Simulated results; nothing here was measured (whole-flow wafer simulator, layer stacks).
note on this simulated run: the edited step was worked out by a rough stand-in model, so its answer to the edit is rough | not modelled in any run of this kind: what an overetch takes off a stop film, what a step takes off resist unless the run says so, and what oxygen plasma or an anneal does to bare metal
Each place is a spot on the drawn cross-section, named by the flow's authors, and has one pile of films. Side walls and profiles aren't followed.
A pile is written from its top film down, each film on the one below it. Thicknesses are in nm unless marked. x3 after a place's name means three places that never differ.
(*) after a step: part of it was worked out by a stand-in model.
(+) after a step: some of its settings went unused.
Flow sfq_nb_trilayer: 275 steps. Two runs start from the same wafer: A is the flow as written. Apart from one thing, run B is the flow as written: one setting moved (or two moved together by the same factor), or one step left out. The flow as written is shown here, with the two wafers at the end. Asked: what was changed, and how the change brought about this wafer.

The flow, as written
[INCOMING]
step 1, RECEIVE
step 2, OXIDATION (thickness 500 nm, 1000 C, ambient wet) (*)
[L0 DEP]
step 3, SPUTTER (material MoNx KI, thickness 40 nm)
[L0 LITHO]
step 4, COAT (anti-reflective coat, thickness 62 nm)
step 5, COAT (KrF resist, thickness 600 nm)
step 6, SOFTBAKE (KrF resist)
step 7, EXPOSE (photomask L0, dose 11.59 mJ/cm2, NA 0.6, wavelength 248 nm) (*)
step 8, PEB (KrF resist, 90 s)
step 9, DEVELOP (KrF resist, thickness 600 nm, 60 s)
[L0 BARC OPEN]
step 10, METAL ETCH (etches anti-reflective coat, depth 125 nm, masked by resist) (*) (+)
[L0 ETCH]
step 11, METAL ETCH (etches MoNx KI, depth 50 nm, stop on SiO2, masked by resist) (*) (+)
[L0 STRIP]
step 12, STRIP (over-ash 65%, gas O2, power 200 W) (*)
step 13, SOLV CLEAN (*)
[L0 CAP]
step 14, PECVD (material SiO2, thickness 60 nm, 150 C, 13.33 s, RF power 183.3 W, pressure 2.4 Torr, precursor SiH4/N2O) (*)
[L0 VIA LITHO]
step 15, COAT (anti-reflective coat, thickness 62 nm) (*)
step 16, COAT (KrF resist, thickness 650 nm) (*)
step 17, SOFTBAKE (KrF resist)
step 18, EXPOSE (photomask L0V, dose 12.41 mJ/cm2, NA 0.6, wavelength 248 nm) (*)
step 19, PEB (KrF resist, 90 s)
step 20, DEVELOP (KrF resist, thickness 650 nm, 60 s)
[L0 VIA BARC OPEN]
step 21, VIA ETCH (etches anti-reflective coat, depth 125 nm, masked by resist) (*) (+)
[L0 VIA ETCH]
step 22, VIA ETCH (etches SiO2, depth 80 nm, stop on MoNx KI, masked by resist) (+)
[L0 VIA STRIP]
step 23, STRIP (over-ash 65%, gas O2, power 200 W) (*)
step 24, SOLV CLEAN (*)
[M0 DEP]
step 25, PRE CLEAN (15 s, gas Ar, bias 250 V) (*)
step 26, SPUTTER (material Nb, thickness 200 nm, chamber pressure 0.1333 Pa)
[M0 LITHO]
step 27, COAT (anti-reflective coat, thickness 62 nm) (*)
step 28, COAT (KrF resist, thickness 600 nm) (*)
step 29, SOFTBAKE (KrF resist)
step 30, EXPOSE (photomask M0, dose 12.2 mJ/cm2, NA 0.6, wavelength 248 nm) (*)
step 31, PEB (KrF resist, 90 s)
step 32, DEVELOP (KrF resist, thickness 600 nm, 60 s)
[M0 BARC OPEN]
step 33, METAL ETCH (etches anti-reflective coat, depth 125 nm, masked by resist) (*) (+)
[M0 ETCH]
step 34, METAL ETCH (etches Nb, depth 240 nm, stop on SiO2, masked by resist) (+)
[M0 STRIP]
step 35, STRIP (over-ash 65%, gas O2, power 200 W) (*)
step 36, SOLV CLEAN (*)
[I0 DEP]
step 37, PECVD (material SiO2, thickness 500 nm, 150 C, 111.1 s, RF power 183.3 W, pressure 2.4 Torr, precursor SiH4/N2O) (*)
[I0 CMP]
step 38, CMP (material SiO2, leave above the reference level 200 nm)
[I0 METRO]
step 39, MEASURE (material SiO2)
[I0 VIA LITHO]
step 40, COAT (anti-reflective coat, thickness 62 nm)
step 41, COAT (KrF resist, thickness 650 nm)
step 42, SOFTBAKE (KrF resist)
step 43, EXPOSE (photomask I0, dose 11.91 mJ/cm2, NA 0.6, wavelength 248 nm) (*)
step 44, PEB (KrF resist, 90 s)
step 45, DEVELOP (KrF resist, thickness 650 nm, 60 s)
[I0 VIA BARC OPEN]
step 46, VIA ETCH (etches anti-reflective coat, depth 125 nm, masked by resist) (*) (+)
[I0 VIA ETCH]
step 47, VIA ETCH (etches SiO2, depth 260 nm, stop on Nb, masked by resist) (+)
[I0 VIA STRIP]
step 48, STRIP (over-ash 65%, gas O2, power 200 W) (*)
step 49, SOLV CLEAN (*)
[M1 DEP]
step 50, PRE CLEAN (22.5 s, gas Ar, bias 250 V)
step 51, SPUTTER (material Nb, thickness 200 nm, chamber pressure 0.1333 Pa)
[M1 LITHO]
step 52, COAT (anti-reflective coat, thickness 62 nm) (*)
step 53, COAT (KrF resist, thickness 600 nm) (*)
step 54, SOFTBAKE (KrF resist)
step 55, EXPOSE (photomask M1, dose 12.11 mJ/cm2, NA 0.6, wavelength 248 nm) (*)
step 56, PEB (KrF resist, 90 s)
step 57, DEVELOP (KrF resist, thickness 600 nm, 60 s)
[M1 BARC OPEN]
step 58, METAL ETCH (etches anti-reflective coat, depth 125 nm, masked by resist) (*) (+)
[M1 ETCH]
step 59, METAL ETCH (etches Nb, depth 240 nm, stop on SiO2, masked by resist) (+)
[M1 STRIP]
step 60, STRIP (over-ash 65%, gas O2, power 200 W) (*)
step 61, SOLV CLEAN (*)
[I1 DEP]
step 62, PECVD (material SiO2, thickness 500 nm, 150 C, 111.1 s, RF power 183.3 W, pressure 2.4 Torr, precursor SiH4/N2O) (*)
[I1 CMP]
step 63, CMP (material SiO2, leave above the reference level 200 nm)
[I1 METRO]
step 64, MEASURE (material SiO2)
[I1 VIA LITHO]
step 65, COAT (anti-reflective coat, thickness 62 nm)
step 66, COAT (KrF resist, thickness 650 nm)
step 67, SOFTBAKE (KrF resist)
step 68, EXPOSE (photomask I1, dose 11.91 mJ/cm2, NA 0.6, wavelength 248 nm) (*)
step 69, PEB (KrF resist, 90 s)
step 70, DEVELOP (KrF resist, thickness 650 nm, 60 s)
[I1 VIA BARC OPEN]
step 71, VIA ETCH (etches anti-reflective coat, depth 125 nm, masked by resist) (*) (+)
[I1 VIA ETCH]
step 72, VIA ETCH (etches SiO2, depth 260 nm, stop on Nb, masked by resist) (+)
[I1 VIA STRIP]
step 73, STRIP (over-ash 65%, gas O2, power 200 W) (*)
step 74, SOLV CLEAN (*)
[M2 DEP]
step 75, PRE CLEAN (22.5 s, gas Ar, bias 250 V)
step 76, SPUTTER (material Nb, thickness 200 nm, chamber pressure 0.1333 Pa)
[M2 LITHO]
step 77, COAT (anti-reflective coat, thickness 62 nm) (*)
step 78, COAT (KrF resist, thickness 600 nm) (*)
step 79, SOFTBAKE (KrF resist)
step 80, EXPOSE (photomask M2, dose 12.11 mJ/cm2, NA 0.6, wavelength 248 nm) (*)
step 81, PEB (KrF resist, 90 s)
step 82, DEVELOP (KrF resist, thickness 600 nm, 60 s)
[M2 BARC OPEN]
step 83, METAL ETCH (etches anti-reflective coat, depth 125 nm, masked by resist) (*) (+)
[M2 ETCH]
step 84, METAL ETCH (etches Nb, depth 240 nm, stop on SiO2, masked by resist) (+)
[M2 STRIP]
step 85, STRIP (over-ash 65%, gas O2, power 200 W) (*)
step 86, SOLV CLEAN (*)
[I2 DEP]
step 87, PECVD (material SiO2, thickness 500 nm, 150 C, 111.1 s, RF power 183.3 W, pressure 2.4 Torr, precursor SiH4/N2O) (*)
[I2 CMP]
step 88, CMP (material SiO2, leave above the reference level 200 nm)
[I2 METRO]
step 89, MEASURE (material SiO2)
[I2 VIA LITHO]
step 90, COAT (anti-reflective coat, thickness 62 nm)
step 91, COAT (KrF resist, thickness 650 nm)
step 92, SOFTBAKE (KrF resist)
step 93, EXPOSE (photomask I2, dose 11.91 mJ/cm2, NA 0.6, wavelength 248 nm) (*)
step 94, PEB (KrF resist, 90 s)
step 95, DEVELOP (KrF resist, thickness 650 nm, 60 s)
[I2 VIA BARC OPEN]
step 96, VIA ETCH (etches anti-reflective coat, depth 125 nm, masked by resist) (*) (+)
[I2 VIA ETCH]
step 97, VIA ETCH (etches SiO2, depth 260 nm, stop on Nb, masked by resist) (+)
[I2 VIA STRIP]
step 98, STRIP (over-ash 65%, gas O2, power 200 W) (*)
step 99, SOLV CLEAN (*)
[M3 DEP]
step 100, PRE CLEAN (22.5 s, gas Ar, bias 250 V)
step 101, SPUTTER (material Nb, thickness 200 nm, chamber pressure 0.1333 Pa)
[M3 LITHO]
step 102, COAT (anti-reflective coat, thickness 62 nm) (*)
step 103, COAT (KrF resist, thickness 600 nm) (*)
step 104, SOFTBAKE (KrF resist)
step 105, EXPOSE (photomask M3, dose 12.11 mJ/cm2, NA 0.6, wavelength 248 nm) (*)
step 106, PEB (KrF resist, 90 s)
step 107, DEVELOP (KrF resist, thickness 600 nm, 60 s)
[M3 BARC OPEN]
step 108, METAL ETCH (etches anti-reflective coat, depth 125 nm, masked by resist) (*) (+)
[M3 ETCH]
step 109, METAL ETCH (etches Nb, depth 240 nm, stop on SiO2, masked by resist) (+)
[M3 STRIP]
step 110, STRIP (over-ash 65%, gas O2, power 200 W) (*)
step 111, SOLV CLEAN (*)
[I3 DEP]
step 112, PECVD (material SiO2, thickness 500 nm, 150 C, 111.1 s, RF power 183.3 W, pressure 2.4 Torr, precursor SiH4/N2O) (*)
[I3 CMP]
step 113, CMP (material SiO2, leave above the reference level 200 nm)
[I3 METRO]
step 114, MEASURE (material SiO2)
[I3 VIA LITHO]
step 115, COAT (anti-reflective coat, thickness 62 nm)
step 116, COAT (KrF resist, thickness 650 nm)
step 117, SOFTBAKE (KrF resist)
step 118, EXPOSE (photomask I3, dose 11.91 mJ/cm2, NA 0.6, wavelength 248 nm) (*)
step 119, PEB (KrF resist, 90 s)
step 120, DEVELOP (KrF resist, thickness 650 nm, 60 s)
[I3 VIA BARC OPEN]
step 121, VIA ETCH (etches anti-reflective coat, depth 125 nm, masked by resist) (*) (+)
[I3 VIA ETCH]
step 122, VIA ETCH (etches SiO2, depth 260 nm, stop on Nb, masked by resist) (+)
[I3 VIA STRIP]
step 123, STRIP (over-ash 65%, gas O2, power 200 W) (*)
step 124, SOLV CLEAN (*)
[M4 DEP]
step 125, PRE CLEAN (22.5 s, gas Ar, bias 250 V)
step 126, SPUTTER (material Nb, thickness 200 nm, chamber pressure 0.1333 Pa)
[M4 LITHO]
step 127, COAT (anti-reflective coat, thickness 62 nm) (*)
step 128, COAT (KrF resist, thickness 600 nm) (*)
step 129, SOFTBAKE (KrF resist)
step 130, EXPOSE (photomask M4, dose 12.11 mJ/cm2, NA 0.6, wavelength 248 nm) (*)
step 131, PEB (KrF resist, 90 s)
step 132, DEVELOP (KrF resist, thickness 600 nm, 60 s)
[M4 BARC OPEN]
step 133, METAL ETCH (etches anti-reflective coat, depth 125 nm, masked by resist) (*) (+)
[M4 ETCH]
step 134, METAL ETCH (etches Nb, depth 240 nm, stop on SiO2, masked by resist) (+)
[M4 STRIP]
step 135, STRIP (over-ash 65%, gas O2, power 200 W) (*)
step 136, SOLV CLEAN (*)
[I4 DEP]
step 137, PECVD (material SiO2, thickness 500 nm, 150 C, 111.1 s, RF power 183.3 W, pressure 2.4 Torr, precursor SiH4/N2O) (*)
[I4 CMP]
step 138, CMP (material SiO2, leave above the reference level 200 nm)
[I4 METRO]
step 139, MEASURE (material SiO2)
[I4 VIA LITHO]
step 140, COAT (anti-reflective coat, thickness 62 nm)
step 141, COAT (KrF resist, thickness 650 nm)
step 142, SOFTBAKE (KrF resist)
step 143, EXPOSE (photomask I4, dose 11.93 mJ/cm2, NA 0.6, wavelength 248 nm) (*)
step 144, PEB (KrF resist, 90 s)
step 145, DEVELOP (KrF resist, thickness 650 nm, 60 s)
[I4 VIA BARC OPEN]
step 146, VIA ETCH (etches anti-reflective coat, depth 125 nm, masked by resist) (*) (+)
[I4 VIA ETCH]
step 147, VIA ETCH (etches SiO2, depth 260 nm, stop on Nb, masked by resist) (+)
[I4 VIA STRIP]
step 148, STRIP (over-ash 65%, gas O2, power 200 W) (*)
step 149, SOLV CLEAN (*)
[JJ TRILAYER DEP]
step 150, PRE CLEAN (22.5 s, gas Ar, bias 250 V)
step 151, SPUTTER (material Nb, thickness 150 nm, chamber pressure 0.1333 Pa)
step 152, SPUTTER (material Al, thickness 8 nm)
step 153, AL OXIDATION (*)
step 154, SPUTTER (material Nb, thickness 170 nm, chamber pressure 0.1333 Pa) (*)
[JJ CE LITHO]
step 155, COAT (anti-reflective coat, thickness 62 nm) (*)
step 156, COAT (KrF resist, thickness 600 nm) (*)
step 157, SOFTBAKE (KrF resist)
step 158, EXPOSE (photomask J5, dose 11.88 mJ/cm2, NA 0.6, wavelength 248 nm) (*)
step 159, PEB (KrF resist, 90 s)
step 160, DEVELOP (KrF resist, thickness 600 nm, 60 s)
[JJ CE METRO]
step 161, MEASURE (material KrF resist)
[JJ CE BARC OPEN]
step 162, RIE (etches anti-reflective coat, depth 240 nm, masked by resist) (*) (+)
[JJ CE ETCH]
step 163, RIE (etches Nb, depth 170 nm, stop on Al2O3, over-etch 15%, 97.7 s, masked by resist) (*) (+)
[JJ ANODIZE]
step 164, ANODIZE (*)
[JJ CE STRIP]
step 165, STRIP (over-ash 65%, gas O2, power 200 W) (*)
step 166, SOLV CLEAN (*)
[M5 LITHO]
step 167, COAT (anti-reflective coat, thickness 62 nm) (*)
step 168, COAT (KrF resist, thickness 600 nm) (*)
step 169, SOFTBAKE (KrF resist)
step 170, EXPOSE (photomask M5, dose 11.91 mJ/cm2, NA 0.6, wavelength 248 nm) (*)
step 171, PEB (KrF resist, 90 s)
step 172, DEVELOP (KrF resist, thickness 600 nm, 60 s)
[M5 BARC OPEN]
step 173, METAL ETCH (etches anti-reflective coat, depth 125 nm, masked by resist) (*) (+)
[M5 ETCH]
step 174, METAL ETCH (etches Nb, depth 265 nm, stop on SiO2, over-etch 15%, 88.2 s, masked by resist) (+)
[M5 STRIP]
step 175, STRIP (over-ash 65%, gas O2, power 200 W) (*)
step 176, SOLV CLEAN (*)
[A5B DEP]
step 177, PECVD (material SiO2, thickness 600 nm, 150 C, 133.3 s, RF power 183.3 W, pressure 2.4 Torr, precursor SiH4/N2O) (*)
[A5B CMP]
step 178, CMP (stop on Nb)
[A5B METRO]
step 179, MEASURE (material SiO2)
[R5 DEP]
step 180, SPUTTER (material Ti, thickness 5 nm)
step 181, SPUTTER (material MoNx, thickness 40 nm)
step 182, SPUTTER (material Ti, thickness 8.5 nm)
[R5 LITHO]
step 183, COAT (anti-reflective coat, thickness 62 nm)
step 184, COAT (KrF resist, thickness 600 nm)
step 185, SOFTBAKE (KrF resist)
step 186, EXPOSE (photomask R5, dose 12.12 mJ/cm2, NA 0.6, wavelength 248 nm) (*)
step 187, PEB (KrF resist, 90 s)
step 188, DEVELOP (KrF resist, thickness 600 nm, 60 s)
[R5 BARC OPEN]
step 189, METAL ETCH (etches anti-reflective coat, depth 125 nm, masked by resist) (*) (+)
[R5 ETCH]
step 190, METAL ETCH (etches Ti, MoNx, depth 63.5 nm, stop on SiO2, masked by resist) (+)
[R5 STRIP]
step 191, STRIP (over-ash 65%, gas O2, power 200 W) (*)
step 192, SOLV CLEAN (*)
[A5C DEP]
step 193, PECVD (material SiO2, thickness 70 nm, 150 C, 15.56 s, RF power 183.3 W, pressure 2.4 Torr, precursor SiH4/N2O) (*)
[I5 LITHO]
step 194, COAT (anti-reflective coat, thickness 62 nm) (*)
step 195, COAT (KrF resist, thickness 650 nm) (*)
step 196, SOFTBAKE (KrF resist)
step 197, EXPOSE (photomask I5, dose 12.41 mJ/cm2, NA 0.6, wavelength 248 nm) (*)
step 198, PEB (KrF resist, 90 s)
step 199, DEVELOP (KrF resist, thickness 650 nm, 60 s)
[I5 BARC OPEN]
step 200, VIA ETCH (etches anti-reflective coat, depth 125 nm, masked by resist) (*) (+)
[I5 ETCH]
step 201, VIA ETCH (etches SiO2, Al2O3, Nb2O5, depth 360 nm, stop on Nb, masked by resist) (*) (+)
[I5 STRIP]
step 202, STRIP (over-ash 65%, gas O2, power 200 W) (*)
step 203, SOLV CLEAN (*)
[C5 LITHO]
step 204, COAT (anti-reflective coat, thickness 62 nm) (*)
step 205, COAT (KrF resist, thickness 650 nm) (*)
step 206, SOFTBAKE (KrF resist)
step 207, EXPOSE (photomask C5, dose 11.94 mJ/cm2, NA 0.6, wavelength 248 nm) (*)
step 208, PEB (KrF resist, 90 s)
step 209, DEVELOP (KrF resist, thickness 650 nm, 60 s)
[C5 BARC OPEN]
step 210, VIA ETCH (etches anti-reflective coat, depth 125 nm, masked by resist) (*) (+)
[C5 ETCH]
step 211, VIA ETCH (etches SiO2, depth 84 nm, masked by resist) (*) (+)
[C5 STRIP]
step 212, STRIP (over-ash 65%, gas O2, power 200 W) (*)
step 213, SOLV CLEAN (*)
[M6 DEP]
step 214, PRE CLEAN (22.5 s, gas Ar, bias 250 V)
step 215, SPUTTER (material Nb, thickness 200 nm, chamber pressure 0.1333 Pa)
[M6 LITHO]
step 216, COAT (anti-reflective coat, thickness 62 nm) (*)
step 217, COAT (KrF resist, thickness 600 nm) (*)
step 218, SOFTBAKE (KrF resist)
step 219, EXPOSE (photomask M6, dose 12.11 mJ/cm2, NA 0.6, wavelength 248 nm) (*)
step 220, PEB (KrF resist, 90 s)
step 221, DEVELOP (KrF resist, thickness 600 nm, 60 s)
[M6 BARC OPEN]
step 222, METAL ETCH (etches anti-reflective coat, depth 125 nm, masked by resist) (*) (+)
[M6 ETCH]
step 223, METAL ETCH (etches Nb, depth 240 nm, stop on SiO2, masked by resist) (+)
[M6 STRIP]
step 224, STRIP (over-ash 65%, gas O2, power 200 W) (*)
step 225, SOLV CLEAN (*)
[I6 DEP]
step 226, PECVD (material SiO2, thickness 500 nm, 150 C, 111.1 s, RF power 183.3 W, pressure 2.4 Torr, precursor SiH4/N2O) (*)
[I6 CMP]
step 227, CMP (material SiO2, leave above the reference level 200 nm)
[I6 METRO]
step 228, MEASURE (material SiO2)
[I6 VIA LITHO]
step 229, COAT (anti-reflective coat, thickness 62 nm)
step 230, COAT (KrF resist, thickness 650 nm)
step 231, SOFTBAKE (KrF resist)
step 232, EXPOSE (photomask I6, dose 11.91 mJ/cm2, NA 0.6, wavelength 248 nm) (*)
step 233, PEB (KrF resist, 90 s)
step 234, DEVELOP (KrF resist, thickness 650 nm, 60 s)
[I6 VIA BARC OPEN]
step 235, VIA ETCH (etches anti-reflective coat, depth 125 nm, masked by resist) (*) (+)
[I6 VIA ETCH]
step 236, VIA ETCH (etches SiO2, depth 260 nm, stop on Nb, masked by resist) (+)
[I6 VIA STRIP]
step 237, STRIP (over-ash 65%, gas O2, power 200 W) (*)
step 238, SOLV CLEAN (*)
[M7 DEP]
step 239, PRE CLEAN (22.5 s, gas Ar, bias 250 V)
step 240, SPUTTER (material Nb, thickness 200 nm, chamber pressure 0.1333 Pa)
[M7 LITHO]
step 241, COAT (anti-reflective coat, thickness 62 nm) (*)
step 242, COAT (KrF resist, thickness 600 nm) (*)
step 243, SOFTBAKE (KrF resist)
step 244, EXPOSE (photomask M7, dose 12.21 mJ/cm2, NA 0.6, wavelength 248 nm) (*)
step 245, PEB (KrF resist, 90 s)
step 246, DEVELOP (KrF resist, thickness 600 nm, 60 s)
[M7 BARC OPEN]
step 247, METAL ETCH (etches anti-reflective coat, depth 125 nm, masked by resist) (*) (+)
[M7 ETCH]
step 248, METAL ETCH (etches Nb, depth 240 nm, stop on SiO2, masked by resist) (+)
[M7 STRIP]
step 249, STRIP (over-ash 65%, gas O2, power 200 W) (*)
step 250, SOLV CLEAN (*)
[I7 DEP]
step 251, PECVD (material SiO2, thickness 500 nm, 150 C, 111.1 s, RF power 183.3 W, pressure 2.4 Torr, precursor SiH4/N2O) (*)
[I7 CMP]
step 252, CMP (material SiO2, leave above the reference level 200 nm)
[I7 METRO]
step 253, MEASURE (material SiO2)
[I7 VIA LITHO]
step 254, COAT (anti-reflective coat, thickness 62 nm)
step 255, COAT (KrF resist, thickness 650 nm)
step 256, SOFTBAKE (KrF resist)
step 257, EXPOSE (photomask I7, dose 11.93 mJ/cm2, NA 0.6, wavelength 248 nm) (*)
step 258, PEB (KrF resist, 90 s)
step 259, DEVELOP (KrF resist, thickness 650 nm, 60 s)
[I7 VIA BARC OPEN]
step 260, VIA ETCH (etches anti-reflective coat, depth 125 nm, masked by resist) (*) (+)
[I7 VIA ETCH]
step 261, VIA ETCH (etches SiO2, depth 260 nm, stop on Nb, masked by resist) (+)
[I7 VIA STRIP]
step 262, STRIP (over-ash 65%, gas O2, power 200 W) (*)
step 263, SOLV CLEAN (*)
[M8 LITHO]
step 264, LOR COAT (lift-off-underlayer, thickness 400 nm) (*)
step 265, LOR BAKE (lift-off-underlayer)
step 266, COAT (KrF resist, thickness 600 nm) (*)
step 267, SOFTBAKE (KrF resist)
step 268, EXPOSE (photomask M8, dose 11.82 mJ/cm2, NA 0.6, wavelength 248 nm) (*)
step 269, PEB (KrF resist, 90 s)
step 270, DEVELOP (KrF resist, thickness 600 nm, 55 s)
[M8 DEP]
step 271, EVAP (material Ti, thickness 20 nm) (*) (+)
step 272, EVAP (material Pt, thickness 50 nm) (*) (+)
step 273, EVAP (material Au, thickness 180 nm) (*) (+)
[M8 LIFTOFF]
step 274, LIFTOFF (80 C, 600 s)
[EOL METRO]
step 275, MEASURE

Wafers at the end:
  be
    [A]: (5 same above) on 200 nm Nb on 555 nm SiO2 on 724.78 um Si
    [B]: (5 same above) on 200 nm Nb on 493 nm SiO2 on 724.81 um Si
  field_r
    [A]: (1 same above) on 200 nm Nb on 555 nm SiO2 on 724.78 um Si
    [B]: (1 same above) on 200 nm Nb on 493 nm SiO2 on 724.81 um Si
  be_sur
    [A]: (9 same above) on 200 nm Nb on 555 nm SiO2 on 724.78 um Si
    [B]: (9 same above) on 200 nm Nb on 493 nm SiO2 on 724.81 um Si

Cause: step 2, OXIDATION: thickness 438 nm was run, though the flow has thickness 500 nm.

How this came from the change, step by step:
  step 2, OXIDATION (thickness 500 nm, 1000 C, ambient wet) (*)
      field_l, v_sur, via_wl and 103 more: A SiO2 gains 500 (new film), chemical SiO2 loses 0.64 (all of it), Si loses 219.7 | B SiO2 gains 438 (new film), chemical SiO2 loses 0.64 (all of it), Si loses 192.4
